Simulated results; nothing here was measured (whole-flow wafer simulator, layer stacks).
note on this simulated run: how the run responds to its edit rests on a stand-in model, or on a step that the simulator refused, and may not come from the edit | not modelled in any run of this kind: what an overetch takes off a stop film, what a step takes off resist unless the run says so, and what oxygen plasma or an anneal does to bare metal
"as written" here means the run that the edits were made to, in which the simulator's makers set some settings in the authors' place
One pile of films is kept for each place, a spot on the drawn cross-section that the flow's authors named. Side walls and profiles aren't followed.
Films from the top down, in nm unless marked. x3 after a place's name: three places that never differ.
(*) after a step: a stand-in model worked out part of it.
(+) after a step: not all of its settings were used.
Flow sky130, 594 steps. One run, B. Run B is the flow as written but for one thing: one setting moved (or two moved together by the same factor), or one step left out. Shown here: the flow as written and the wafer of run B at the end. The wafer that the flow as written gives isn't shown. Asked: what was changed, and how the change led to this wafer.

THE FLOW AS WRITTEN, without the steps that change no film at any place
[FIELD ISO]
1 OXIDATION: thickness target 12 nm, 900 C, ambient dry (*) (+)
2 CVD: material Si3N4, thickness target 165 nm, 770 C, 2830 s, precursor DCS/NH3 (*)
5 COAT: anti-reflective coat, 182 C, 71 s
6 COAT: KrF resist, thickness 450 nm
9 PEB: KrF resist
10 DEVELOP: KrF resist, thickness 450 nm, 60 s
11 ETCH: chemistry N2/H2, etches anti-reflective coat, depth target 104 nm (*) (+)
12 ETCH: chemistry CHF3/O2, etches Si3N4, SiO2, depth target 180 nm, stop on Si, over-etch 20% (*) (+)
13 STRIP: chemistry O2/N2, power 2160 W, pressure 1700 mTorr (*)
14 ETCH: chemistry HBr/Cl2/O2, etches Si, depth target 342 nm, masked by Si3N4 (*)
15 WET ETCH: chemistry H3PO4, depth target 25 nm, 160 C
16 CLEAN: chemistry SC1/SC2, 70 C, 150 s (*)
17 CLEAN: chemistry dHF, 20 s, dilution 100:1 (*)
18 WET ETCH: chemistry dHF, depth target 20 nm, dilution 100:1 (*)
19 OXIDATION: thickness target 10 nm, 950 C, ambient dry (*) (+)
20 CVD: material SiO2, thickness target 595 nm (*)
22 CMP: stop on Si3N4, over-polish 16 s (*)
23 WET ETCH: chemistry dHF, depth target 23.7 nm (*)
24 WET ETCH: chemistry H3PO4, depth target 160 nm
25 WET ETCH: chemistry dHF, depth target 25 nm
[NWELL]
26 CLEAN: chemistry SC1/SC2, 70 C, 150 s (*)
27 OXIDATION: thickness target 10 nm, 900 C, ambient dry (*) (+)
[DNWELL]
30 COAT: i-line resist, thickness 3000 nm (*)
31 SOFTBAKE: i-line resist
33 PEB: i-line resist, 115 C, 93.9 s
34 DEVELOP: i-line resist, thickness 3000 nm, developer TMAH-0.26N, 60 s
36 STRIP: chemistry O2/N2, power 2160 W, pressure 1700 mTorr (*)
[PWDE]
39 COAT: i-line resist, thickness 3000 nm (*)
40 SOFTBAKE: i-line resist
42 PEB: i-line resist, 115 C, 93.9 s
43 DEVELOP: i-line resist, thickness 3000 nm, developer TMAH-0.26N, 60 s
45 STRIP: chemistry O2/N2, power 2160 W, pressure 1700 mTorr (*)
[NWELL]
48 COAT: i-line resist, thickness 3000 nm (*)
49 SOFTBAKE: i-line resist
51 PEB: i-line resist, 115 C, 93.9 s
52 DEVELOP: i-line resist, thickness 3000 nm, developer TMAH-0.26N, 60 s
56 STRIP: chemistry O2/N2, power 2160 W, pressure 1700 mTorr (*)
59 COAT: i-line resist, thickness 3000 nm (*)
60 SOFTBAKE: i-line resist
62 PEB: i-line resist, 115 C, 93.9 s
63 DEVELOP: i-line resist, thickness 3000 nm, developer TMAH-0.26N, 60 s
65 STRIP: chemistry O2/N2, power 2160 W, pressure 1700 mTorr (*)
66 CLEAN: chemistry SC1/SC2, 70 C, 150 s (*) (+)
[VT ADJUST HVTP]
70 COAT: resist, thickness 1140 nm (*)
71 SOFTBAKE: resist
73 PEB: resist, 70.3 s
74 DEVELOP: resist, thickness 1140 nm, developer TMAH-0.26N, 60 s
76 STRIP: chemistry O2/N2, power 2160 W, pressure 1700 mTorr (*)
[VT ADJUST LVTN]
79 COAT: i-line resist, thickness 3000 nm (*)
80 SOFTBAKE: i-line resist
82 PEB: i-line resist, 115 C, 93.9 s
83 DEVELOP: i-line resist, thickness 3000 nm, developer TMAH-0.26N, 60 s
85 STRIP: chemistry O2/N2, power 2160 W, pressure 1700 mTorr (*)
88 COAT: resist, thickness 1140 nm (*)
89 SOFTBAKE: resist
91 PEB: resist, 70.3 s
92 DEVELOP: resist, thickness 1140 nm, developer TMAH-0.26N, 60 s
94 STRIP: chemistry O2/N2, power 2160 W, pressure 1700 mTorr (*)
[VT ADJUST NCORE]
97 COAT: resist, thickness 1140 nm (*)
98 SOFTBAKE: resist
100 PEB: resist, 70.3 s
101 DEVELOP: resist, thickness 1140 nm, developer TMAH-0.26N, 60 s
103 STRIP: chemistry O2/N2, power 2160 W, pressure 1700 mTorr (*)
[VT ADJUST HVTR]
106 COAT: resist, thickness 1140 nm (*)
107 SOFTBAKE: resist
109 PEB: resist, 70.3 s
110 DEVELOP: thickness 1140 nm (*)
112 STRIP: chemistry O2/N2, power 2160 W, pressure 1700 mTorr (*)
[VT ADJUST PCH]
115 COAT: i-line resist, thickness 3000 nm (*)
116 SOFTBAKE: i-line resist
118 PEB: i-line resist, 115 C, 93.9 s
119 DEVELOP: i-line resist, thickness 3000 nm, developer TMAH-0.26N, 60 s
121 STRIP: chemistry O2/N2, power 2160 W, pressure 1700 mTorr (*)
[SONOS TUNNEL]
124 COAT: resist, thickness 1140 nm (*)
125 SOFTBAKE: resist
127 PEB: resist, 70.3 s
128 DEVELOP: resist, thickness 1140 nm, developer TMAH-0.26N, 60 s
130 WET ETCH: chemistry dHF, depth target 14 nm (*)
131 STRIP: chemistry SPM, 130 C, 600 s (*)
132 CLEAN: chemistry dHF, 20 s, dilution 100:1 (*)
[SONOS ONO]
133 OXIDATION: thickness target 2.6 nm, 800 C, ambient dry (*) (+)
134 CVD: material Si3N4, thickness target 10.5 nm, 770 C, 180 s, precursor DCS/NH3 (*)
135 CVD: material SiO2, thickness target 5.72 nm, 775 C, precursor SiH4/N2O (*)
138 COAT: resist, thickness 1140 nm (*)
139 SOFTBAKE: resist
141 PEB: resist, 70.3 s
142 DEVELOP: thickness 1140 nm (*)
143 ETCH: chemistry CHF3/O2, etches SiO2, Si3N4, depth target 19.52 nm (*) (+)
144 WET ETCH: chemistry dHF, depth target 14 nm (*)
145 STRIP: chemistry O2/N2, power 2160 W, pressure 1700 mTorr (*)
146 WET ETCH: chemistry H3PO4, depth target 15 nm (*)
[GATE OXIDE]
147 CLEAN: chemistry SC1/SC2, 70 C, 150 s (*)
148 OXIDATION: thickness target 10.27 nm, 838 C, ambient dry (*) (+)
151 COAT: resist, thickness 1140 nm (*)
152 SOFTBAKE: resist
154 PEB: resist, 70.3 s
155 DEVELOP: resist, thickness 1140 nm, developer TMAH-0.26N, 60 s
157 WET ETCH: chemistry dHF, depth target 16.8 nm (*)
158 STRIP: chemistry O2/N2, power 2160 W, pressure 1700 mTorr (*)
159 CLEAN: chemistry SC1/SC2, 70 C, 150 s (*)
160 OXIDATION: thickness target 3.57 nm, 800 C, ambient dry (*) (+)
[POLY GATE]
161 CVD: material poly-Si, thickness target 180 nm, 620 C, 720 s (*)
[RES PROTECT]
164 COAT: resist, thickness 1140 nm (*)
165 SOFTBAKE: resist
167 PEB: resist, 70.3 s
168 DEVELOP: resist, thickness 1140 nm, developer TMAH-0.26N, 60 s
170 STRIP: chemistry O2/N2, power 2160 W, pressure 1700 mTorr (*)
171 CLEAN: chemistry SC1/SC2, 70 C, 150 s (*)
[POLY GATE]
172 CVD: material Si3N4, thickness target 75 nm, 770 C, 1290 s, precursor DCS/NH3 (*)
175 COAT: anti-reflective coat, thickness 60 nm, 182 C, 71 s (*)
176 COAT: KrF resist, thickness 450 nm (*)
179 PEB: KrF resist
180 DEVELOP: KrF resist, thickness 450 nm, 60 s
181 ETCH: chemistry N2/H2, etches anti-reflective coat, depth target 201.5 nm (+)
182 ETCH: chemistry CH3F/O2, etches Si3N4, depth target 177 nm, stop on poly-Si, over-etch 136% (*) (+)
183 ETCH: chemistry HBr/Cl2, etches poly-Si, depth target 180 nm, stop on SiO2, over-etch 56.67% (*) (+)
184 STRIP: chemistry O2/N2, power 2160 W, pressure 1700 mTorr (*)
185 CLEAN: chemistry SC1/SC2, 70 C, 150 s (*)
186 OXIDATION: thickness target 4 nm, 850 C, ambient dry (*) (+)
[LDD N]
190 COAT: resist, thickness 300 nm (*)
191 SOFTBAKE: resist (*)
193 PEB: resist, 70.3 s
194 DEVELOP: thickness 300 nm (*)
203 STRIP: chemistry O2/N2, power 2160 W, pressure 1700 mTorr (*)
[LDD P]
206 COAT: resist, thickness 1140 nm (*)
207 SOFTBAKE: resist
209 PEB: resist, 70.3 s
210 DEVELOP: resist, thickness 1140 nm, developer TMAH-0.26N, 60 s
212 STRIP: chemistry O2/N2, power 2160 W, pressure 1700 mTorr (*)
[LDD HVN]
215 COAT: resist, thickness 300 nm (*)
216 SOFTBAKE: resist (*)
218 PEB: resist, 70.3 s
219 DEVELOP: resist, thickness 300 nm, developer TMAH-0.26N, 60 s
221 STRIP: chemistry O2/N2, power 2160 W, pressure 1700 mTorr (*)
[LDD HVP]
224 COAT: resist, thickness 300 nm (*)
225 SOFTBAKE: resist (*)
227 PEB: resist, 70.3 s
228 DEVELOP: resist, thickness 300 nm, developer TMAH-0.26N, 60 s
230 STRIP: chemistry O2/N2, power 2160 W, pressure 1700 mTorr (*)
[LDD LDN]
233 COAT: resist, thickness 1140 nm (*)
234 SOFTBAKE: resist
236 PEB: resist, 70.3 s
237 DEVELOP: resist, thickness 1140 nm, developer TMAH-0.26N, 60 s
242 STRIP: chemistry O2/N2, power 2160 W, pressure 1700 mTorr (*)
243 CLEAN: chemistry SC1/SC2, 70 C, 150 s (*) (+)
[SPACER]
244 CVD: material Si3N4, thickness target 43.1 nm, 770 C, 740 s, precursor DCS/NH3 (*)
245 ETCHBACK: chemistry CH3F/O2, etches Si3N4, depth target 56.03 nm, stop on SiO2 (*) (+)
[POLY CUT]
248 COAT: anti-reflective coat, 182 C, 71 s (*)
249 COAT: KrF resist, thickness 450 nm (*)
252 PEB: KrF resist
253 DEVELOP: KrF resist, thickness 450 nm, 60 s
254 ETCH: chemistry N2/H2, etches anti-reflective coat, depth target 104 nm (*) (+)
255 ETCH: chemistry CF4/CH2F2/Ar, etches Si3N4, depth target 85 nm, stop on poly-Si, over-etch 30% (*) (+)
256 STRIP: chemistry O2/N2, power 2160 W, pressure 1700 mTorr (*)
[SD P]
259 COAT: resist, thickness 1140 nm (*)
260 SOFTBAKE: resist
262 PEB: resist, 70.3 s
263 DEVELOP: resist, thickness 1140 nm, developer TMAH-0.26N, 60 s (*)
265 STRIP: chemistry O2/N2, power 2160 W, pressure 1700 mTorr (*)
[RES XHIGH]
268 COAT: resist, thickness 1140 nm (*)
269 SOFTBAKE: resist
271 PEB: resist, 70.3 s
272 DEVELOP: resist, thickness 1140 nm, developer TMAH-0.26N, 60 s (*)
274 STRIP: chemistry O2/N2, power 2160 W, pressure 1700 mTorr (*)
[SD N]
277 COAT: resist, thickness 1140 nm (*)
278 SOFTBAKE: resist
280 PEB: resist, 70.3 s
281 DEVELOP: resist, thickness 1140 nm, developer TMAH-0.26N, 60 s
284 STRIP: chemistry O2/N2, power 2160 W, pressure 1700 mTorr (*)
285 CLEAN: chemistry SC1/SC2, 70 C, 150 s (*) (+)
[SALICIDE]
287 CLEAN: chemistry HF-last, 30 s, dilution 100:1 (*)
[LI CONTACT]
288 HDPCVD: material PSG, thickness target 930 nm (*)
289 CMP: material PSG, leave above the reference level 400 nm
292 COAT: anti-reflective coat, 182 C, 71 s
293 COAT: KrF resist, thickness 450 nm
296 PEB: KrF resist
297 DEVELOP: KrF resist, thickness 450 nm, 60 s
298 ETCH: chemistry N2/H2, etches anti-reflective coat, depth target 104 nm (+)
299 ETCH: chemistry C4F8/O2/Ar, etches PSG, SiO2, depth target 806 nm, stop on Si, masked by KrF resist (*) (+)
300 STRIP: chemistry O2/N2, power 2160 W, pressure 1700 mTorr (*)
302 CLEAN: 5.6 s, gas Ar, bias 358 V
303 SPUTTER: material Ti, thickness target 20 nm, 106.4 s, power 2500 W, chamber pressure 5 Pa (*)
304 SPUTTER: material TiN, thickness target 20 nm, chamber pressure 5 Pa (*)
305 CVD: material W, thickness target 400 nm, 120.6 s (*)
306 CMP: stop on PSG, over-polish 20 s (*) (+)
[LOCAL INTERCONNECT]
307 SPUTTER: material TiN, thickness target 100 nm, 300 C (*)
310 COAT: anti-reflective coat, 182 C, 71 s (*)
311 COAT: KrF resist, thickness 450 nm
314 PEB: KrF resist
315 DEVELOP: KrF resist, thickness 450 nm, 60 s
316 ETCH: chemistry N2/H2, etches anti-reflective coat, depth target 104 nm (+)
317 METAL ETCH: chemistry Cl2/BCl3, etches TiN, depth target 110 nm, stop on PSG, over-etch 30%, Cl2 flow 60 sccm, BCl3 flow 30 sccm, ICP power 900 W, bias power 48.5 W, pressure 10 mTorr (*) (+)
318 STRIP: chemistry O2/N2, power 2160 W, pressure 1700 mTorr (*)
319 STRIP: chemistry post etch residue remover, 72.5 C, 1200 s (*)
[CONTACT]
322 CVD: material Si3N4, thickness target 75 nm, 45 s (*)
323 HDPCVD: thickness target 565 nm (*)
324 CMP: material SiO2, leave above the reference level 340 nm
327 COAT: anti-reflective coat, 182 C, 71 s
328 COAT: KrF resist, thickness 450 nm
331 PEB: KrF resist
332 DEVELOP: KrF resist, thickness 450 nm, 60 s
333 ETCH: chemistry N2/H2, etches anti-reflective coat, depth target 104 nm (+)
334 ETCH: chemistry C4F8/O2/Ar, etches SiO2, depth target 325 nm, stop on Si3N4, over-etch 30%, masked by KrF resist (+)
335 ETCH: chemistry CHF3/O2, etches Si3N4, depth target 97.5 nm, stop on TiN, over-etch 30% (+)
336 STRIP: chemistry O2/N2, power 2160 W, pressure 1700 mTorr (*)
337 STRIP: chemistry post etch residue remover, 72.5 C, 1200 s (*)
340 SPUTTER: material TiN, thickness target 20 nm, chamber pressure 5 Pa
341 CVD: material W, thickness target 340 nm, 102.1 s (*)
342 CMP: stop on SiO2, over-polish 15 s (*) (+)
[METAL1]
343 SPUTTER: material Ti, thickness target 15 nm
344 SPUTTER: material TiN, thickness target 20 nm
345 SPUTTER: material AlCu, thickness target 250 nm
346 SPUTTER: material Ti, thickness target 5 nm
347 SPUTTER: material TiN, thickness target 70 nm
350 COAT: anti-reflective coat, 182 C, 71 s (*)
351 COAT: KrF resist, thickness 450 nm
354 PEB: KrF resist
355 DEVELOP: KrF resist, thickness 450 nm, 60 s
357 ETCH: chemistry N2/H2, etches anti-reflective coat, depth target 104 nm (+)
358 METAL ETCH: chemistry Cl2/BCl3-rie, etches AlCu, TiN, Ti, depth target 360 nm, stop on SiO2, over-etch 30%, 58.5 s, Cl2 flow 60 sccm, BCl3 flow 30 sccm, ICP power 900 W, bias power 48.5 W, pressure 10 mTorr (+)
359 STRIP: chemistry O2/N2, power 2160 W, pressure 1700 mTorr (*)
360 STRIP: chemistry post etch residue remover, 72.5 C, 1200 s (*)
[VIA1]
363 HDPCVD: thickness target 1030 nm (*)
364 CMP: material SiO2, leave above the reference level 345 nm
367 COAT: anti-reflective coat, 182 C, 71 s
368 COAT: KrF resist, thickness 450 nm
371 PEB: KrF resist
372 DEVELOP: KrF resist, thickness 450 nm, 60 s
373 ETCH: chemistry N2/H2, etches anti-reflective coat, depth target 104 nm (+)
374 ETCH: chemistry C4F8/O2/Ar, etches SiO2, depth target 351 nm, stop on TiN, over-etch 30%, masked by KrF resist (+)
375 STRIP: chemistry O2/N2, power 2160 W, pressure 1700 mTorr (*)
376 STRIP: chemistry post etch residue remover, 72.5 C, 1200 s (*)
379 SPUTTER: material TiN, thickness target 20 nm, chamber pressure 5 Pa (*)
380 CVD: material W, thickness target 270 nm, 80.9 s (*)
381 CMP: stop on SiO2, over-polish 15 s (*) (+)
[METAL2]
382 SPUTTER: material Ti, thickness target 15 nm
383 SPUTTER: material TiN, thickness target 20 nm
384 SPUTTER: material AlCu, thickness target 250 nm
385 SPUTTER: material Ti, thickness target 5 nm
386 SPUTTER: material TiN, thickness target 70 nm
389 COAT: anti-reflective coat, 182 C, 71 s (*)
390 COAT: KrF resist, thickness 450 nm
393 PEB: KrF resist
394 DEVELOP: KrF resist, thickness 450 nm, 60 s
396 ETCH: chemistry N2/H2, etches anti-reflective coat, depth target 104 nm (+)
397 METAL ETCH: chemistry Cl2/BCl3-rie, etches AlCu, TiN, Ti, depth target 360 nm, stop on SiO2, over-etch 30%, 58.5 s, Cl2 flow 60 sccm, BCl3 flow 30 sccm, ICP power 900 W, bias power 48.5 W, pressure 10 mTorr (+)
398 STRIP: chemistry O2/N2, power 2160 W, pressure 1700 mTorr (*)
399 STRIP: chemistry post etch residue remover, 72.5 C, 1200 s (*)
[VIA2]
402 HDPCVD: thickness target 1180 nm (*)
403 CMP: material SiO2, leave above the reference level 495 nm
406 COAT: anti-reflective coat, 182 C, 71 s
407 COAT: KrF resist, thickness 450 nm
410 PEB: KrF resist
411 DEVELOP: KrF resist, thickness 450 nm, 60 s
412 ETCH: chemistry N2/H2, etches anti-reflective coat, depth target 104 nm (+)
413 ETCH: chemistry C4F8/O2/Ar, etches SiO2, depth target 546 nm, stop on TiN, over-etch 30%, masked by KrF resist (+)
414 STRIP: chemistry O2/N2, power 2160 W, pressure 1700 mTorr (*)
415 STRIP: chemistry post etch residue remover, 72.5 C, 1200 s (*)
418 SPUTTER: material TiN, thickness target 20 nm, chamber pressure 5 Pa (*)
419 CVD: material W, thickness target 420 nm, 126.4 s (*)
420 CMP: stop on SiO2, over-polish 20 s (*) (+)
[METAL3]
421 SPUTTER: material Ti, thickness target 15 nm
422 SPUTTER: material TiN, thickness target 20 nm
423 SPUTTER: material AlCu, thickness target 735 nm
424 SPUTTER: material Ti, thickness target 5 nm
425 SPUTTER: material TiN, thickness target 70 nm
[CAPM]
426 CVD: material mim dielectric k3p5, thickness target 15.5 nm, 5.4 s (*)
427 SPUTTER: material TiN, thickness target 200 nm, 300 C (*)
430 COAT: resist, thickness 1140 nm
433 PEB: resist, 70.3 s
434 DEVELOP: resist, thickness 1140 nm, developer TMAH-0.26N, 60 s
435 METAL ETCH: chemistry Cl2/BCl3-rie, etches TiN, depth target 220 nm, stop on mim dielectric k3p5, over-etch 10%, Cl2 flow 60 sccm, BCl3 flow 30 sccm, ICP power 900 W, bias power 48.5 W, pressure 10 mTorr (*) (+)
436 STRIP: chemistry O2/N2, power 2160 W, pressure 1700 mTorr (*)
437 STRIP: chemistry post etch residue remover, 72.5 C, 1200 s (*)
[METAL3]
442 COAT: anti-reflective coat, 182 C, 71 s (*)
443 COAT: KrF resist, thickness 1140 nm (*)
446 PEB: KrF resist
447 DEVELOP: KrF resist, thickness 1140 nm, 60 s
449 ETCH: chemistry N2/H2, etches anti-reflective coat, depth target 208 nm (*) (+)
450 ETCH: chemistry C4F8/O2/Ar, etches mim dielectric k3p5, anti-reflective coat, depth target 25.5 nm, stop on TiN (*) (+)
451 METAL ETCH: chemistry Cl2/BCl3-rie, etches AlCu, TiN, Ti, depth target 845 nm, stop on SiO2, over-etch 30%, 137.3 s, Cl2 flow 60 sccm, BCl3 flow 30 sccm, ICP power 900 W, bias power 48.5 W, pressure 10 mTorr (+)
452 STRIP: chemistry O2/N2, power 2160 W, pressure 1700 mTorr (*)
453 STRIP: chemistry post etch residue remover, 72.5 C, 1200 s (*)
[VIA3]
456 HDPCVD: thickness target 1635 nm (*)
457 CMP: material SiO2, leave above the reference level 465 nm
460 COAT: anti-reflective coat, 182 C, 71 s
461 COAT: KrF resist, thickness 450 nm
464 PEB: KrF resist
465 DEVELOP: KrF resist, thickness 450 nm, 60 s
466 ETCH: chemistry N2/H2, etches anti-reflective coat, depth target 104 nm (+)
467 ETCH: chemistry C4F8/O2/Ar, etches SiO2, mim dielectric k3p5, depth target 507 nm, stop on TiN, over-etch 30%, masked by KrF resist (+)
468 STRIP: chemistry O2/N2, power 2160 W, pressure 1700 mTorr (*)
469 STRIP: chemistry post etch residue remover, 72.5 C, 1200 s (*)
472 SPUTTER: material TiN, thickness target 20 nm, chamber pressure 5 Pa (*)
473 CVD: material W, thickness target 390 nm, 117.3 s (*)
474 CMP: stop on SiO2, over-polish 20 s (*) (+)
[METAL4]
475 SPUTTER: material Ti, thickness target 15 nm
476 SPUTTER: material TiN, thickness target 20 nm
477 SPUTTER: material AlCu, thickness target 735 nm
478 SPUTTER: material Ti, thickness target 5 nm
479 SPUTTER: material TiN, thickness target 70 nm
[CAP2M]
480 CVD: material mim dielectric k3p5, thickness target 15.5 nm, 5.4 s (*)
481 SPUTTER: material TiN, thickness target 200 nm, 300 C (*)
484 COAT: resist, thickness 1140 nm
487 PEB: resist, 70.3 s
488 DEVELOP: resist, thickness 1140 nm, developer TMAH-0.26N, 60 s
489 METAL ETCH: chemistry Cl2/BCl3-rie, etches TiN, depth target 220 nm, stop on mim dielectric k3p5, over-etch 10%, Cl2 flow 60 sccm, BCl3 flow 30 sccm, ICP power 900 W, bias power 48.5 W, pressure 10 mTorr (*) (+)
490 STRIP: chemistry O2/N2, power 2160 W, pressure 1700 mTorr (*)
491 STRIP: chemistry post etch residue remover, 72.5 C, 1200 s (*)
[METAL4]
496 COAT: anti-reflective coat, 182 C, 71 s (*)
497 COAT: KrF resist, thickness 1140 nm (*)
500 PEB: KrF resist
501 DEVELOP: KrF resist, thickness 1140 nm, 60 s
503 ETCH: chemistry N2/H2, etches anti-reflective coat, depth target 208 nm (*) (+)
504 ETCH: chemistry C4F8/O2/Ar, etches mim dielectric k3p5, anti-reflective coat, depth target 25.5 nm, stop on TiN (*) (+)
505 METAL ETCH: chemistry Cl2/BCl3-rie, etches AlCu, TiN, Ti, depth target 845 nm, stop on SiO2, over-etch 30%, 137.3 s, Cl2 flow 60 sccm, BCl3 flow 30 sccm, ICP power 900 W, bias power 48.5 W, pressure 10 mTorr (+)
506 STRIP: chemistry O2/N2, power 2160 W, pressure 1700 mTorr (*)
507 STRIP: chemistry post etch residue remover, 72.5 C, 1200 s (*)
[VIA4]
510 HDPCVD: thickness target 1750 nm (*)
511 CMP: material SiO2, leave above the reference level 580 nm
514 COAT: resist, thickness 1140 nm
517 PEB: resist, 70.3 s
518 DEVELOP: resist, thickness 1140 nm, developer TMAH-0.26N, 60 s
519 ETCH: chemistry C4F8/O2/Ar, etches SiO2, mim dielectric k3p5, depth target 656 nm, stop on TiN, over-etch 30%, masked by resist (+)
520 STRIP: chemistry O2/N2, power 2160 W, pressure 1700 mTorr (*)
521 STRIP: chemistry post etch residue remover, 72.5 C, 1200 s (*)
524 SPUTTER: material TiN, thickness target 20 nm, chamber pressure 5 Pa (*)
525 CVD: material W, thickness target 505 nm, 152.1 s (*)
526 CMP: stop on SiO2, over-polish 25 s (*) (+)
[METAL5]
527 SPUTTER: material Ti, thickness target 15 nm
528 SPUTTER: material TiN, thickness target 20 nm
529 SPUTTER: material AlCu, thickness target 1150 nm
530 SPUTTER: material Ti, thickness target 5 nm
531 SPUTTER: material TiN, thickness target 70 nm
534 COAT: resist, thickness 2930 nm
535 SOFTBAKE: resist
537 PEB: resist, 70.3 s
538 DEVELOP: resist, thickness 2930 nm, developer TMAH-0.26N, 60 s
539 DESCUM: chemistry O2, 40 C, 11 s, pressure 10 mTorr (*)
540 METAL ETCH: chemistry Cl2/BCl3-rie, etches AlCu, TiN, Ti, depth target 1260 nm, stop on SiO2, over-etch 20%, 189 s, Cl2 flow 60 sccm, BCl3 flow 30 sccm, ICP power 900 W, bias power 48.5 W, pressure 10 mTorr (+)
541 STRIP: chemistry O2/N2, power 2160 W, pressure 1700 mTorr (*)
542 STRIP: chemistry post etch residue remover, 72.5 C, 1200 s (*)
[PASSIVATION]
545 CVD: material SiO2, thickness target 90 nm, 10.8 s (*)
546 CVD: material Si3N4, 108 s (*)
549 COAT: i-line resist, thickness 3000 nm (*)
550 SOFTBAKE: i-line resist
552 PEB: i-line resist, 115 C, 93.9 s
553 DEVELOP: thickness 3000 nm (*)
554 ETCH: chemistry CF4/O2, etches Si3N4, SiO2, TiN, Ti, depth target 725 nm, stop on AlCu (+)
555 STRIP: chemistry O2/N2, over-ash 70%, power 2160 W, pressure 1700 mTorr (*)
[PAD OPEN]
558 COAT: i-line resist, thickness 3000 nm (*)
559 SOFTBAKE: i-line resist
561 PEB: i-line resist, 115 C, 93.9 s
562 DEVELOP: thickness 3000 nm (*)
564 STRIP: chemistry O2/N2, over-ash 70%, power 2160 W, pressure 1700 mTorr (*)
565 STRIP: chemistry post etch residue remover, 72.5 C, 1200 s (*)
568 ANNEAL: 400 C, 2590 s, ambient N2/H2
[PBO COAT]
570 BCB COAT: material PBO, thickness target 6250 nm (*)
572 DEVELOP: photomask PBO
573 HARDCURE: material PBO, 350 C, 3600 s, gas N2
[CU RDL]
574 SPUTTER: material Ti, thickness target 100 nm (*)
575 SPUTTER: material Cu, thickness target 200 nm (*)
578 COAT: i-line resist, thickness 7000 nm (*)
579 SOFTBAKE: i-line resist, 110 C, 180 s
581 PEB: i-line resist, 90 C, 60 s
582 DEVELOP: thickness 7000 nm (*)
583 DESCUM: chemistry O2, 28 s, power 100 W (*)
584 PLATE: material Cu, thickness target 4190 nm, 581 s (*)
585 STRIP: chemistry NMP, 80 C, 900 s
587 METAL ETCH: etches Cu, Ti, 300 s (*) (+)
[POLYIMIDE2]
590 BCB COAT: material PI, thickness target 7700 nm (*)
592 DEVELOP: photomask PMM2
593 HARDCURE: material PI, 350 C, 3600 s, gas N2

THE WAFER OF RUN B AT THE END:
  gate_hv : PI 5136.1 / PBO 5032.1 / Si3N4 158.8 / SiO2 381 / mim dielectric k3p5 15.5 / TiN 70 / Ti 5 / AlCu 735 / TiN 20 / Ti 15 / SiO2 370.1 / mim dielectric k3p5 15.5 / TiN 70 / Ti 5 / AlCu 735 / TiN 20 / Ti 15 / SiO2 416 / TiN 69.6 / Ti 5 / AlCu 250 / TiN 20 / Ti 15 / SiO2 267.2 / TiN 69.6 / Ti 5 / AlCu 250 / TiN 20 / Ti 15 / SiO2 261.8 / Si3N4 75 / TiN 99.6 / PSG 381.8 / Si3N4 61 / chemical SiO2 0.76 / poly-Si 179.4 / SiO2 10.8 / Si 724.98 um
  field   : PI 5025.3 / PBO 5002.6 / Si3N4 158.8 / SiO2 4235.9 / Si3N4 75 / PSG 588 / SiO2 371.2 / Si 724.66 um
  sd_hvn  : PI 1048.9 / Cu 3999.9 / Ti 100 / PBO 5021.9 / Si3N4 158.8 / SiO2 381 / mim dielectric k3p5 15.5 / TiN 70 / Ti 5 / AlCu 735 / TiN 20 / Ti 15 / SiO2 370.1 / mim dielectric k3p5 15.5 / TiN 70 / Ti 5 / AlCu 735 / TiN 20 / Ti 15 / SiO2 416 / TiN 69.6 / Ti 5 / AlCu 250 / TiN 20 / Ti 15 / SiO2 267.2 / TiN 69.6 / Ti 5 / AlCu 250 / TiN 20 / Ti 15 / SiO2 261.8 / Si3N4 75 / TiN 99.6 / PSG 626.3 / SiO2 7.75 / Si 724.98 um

The cause: step 511, CMP: leave above the reference level 377 nm was run, where the flow has leave above the reference level 580 nm.

How the change led to this, step by step:
  511 CMP: material SiO2, leave above the reference level 580 nm
      n_well, p_well, gate_hv and 99 more: SiO2 -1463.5 (as written it would be: SiO2 -1260.5)
      field, active, gate and 77 more: SiO2 -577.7 (as written it would be: SiO2 -374.7)
      (and at 11 more places)
  519 ETCH: chemistry C4F8/O2/Ar, etches SiO2, mim dielectric k3p5, depth target 656 nm, stop on TiN, over-etch 30%, masked by resist (+)
      field, active, n_well and 188 more: resist -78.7 (as written it would be: resist -131.2)
      m1: SiO2 -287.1 (all of it), mim dielectric k3p5 -15.5 (all of it) (as written it would be: SiO2 -490.1 (all of it), mim dielectric k3p5 -15.5 (all of it))
      (and at 1 more place)
  520 STRIP: chemistry O2/N2, power 2160 W, pressure 1700 mTorr (*)
      field, active, n_well and 188 more: resist -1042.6 (all of it) (as written it would be: resist -990.1 (all of it))
  524 SPUTTER: material TiN, thickness target 20 nm, chamber pressure 5 Pa (*)
      m1, via4_hole: TiN +16.8 (as written it would be: TiN +15.3)
  525 CVD: material W, thickness target 505 nm, 152.1 s (*)
      m1: W +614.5 (new film) (as written it would be: W +1015.8 (new film))
      via4_hole: W +615.6 (new film) (as written it would be: W +1015.2 (new film))
  526 CMP: stop on SiO2, over-polish 25 s (*) (+)
      m1: W -335.9 (as written it would be: W -532.7)
      via4_hole: W -337.7 (as written it would be: W -532.7)
